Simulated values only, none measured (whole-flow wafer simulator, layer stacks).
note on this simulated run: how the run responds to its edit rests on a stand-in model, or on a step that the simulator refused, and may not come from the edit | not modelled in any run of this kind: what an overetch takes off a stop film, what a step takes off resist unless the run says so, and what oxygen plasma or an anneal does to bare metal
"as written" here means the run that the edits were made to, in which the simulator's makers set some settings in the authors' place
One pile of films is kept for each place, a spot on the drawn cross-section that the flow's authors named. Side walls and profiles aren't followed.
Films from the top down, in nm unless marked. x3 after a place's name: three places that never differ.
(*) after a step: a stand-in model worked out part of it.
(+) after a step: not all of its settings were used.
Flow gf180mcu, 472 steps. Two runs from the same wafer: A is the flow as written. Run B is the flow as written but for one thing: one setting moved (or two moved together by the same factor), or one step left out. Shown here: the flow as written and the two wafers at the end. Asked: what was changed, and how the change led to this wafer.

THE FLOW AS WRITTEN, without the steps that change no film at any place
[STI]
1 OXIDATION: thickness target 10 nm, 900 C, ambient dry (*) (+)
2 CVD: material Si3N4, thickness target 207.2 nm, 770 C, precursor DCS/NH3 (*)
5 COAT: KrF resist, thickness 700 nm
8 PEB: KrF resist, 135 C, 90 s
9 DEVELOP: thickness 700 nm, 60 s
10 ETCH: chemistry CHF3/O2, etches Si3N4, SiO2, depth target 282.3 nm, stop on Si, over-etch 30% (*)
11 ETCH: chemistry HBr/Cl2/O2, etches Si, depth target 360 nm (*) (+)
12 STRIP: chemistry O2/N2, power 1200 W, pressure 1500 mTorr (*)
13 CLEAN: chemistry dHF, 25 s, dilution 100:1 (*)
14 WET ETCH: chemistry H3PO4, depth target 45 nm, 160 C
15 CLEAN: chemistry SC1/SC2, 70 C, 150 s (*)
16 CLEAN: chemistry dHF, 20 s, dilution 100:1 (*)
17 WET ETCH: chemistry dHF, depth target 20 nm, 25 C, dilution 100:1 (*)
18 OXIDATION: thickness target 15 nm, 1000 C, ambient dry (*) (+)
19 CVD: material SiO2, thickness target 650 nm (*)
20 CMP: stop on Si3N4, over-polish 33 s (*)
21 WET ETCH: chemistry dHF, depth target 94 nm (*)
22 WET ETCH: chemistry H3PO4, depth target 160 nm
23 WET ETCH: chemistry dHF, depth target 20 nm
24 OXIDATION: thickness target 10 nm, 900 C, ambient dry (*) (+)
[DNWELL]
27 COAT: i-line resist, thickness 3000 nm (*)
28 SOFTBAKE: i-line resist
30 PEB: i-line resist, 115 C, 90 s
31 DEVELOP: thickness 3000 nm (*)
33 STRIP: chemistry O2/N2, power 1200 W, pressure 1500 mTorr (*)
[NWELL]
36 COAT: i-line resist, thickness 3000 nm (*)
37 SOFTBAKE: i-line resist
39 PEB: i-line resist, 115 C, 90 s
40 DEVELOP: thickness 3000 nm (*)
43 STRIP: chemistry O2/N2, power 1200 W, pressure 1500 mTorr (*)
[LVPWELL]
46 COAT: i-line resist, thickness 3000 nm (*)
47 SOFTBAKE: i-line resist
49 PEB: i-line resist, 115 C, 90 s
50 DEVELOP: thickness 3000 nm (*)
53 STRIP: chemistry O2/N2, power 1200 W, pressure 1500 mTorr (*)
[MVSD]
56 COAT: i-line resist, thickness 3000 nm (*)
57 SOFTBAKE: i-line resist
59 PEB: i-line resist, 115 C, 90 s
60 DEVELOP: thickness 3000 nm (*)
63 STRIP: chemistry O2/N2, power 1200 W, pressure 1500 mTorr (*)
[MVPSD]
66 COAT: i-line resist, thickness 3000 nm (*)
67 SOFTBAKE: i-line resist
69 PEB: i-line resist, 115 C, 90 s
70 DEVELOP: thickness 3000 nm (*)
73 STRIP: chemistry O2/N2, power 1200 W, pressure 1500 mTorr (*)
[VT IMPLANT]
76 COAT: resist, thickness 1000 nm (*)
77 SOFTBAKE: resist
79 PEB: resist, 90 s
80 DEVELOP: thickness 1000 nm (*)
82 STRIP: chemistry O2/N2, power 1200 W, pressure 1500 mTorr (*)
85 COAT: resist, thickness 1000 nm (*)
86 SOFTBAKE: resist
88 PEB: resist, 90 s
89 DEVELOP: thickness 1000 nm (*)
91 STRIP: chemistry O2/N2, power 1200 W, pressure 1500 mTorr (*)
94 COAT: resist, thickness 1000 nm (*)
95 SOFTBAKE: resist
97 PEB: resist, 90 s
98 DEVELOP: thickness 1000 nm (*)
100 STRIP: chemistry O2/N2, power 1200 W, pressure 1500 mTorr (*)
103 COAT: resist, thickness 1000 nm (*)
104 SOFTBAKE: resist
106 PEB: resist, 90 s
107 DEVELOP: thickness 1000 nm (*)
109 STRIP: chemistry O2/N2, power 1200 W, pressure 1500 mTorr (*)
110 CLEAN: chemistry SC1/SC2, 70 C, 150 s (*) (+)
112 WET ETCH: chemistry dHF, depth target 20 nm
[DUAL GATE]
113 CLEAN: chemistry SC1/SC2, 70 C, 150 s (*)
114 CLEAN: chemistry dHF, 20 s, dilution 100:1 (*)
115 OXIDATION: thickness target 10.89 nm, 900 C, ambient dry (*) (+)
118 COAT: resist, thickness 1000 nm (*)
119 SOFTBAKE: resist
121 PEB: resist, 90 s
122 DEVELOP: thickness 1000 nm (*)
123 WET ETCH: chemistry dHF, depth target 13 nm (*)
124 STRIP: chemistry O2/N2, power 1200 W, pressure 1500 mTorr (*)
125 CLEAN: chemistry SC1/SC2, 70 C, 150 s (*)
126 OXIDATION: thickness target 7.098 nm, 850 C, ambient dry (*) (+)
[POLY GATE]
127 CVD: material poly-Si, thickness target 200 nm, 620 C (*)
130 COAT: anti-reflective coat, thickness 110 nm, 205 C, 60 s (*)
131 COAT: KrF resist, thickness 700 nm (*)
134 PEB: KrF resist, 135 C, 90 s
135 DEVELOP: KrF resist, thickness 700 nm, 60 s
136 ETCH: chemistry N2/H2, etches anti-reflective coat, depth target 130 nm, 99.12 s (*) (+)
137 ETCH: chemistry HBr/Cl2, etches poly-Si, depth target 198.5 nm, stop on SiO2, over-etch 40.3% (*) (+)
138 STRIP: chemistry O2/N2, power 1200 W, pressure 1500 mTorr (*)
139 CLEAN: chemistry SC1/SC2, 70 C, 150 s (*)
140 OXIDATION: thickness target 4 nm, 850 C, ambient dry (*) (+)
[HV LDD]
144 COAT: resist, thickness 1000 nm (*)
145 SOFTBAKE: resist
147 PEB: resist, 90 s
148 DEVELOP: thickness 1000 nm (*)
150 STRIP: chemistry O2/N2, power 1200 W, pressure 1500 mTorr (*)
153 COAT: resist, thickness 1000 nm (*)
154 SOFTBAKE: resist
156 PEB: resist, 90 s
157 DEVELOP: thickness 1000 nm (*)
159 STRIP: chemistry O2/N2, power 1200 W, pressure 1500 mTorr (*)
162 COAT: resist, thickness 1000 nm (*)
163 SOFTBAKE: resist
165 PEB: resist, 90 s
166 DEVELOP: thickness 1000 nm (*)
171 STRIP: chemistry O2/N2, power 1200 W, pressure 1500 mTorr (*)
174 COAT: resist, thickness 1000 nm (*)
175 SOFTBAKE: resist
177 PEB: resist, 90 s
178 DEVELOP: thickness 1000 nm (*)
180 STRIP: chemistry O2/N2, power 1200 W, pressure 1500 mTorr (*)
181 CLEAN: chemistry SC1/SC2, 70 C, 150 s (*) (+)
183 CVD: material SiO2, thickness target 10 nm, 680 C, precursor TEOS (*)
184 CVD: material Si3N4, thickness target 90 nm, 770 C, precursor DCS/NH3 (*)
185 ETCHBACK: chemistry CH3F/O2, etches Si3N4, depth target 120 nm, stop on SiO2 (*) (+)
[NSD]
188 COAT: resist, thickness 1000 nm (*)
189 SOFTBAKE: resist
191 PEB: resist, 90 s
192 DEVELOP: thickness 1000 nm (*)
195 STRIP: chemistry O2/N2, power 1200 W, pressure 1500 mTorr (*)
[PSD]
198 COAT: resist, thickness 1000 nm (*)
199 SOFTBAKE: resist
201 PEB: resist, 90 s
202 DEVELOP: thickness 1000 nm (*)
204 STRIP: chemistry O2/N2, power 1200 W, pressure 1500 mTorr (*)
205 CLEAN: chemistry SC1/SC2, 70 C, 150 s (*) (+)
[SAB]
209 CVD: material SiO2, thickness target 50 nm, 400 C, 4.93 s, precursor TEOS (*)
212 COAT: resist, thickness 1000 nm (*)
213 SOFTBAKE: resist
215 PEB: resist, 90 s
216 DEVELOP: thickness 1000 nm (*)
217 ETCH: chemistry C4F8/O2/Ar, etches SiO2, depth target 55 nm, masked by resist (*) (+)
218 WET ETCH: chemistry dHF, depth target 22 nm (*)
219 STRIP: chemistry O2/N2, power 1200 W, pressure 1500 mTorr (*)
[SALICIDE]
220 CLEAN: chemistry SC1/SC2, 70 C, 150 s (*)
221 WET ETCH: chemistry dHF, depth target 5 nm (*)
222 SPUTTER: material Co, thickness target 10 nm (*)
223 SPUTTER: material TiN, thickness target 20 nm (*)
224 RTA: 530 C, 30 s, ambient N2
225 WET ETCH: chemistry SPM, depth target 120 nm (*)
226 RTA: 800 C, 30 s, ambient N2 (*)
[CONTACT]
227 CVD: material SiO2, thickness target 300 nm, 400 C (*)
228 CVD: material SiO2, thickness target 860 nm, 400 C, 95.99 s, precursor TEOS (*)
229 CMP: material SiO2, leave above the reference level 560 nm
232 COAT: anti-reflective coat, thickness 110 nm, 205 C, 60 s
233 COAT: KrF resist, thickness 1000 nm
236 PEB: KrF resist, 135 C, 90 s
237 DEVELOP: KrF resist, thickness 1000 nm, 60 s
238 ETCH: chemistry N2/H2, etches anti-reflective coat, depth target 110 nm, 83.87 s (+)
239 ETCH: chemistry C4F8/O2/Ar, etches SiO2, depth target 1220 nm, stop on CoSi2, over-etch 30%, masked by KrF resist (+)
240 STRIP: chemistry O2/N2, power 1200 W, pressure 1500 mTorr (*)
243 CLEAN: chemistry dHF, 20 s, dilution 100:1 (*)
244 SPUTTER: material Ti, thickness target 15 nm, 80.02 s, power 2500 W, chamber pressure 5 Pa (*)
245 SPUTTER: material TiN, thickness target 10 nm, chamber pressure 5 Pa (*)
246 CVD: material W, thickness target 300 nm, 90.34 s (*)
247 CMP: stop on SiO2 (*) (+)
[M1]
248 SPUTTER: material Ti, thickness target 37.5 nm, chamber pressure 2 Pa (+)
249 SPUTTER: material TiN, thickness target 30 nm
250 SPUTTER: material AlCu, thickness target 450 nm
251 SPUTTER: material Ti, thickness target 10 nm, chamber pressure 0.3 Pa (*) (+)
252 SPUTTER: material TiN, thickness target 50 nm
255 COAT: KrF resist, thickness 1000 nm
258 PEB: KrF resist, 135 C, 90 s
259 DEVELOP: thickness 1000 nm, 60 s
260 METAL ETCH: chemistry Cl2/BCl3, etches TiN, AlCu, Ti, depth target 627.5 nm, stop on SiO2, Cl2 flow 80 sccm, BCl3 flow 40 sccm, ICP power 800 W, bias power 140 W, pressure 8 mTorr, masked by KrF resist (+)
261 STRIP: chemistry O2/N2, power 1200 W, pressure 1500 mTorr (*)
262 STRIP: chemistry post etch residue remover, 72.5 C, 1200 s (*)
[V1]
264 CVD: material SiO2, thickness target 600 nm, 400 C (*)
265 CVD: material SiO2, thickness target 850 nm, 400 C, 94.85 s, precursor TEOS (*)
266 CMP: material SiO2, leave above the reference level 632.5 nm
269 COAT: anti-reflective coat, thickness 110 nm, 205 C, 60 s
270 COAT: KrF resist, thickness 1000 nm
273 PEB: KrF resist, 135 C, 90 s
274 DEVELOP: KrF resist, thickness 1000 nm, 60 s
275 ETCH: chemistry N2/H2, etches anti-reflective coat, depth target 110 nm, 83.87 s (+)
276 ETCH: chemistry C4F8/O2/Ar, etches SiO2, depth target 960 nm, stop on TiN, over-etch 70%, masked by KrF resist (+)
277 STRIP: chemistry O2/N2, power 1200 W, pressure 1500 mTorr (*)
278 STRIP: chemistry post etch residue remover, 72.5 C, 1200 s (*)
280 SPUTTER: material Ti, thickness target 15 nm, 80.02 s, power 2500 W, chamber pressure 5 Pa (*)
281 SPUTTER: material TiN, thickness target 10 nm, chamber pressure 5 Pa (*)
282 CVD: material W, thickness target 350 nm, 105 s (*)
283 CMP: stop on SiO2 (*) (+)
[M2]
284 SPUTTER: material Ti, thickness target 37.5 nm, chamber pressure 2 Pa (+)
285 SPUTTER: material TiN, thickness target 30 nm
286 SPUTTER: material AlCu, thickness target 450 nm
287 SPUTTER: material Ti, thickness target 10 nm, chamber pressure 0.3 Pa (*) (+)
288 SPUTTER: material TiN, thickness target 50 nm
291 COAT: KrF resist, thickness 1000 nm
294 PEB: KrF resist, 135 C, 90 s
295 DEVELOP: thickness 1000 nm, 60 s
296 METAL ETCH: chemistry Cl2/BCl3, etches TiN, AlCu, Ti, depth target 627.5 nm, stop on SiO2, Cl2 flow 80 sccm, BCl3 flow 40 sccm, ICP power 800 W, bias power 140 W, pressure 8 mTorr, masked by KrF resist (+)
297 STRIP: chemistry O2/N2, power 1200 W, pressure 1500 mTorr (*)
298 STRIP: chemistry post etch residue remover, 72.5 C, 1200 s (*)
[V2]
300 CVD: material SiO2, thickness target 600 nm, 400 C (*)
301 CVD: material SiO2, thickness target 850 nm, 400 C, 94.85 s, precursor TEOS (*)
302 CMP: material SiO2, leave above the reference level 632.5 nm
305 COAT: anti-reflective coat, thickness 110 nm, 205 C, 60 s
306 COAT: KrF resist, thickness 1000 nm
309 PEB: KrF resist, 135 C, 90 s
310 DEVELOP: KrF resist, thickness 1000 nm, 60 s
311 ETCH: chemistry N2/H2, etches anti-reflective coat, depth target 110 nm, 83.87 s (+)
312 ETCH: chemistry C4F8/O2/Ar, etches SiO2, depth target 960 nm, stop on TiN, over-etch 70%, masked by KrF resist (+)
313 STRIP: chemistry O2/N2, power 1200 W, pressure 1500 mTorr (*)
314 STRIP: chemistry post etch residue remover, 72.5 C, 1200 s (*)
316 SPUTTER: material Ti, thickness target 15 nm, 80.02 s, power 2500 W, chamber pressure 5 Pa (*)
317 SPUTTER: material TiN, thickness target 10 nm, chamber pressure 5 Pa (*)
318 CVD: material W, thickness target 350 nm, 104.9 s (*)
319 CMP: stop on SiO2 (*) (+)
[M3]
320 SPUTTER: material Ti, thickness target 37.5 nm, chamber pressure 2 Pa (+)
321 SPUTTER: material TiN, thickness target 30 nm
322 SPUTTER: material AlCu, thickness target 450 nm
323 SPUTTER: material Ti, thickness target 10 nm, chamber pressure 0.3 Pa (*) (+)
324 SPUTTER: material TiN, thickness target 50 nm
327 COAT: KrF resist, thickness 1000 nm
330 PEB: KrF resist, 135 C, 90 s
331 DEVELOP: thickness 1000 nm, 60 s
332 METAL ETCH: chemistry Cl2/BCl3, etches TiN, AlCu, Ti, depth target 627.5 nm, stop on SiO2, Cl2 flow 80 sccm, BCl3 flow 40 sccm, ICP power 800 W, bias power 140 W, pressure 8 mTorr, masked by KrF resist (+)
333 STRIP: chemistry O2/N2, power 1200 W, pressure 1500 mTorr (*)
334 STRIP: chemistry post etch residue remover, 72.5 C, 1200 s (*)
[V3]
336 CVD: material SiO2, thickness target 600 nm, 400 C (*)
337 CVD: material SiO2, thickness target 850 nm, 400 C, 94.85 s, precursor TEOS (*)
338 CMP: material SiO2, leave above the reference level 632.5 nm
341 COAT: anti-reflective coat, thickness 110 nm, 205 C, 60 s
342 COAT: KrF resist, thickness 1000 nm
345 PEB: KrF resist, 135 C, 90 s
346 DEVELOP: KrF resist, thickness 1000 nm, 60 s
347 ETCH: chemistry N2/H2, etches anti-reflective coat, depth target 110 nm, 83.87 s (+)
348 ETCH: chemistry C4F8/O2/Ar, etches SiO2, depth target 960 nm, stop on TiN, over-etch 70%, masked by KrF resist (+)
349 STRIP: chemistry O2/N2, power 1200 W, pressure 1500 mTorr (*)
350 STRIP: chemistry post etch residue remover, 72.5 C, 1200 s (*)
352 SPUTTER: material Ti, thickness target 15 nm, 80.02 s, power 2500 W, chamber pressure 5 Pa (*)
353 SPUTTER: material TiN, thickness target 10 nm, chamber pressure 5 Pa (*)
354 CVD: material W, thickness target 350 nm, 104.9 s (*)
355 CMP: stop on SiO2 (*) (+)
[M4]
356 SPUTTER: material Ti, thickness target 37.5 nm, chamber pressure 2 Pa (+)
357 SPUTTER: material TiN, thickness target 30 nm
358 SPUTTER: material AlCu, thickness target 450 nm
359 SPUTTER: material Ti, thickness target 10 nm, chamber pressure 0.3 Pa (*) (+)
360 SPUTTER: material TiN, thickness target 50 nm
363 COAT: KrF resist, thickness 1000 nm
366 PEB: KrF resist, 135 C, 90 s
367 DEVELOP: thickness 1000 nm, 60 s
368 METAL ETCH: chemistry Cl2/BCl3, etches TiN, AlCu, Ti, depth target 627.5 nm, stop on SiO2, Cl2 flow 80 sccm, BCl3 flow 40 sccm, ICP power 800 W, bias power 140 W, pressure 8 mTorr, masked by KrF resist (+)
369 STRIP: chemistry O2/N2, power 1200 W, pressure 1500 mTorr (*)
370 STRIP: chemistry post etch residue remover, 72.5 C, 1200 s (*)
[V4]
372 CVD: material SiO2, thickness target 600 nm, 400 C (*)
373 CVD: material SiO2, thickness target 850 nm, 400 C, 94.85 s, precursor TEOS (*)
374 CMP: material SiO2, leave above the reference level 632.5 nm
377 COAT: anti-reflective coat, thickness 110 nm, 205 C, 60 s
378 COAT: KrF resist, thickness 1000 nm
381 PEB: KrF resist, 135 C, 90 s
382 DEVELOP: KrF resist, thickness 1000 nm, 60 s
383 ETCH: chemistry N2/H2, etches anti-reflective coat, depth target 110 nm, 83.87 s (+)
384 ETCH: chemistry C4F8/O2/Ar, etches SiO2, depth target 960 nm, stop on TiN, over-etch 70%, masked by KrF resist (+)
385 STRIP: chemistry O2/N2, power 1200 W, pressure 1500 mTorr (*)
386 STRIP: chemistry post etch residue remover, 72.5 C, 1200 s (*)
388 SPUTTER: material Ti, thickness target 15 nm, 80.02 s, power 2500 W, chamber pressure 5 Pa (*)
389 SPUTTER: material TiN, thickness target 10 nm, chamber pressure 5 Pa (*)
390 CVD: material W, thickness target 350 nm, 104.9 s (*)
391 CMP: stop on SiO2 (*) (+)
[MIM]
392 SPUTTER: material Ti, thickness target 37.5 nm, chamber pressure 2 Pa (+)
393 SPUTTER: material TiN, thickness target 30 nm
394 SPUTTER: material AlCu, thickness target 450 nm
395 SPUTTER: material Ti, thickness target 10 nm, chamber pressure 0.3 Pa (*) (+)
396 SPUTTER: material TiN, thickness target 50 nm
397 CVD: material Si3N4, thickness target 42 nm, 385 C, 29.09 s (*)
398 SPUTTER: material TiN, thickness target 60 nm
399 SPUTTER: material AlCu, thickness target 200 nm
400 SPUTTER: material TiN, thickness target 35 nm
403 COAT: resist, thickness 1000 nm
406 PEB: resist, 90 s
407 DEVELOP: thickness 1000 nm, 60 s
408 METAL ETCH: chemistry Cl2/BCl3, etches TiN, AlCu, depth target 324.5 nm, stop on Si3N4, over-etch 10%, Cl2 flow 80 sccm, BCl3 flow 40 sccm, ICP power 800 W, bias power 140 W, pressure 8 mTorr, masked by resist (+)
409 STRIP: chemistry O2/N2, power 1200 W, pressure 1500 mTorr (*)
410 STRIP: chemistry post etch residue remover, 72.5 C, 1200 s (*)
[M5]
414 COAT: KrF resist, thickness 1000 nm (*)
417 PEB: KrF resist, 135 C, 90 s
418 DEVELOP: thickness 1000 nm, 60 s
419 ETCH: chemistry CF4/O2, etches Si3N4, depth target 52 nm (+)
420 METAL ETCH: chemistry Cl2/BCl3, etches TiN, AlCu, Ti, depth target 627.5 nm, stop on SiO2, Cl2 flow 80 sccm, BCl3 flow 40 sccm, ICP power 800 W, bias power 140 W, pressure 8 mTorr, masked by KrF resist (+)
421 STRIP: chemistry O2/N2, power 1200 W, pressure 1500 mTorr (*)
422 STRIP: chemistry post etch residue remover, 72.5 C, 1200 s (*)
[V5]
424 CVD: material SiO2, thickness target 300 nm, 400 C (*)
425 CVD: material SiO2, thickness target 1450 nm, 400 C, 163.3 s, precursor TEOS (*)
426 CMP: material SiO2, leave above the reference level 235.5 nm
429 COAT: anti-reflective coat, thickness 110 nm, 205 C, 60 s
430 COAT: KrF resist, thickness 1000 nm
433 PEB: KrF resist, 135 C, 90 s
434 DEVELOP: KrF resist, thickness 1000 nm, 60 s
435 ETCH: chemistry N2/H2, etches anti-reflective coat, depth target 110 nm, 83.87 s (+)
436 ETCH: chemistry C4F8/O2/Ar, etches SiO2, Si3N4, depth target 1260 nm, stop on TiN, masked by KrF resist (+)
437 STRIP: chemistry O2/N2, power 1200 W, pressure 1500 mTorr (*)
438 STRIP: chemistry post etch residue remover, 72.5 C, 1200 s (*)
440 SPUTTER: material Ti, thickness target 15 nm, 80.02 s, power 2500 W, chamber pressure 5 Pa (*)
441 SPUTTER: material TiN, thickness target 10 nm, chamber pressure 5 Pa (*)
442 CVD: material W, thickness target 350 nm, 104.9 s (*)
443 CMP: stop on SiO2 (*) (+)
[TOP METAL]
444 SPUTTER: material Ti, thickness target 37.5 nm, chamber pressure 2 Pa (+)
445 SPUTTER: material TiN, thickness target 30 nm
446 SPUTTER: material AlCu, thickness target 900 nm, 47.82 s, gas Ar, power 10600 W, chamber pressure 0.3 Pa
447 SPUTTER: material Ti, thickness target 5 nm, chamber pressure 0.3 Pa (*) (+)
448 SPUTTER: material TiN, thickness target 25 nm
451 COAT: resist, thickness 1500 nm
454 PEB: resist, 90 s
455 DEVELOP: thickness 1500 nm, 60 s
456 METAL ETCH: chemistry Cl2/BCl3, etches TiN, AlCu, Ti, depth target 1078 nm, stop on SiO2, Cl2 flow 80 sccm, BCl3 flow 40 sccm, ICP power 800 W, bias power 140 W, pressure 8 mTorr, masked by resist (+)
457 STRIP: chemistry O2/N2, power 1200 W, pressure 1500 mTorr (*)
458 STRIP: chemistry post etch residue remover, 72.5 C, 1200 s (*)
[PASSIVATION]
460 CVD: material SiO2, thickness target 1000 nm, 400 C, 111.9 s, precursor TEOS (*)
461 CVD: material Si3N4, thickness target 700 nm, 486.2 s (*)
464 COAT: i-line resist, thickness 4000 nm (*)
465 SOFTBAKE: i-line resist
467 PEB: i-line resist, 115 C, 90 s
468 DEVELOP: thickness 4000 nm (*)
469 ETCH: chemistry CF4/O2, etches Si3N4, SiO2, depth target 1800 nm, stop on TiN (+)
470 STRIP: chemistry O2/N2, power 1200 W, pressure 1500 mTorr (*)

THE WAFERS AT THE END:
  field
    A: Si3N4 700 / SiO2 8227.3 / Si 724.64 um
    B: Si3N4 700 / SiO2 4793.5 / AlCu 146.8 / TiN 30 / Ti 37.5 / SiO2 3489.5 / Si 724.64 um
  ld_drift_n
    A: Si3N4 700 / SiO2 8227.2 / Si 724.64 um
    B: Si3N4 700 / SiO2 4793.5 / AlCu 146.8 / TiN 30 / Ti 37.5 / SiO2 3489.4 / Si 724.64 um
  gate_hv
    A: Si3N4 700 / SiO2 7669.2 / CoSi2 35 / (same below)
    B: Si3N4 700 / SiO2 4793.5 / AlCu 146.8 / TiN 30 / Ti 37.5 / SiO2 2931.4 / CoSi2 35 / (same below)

The cause: step 322, SPUTTER: thickness target 720 nm was run, where the flow has thickness target 450 nm.

How the change led to this, step by step:
  322 SPUTTER: material AlCu, thickness target 450 nm
      field, field__w1, field__w2 and 108 more: A AlCu +450 (new film) | B AlCu +720 (new film)
  332 METAL ETCH: chemistry Cl2/BCl3, etches TiN, AlCu, Ti, depth target 627.5 nm, stop on SiO2, Cl2 flow 80 sccm, BCl3 flow 40 sccm, ICP power 800 W, bias power 140 W, pressure 8 mTorr, masked by KrF resist (+)
      field, field__w1, field__w2 and 103 more: A TiN -50 (all of it), Ti -10 (all of it), AlCu -450 (all of it), TiN -30 (all of it), Ti -37.5 (all of it) | B TiN -50 (all of it), Ti -10 (all of it), AlCu -567.5
  334 STRIP: chemistry post etch residue remover, 72.5 C, 1200 s (*)
      field, field__w1, field__w2 and 103 more: A nothing | B AlCu -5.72
  336 CVD: material SiO2, thickness target 600 nm, 400 C (*)
      field, field__w1, field__w2 and 103 more: A SiO2 +600 | B SiO2 +600 (new film)
  338 CMP: material SiO2, leave above the reference level 632.5 nm
      field, field__w1, field__w2 and 103 more: A SiO2 -300 | B SiO2 -244.3
Counting metal films that touch as one body, field has 1 body; the flow as written gives 0 bodies.
Counting metal films that touch as one body, ld_drift_n has 1 body; the flow as written gives 0 bodies.
Counting metal films that touch as one body, gate_hv has 2 bodies (between them, from the top down: SiO2 2931.4); the flow as written gives 1 body.
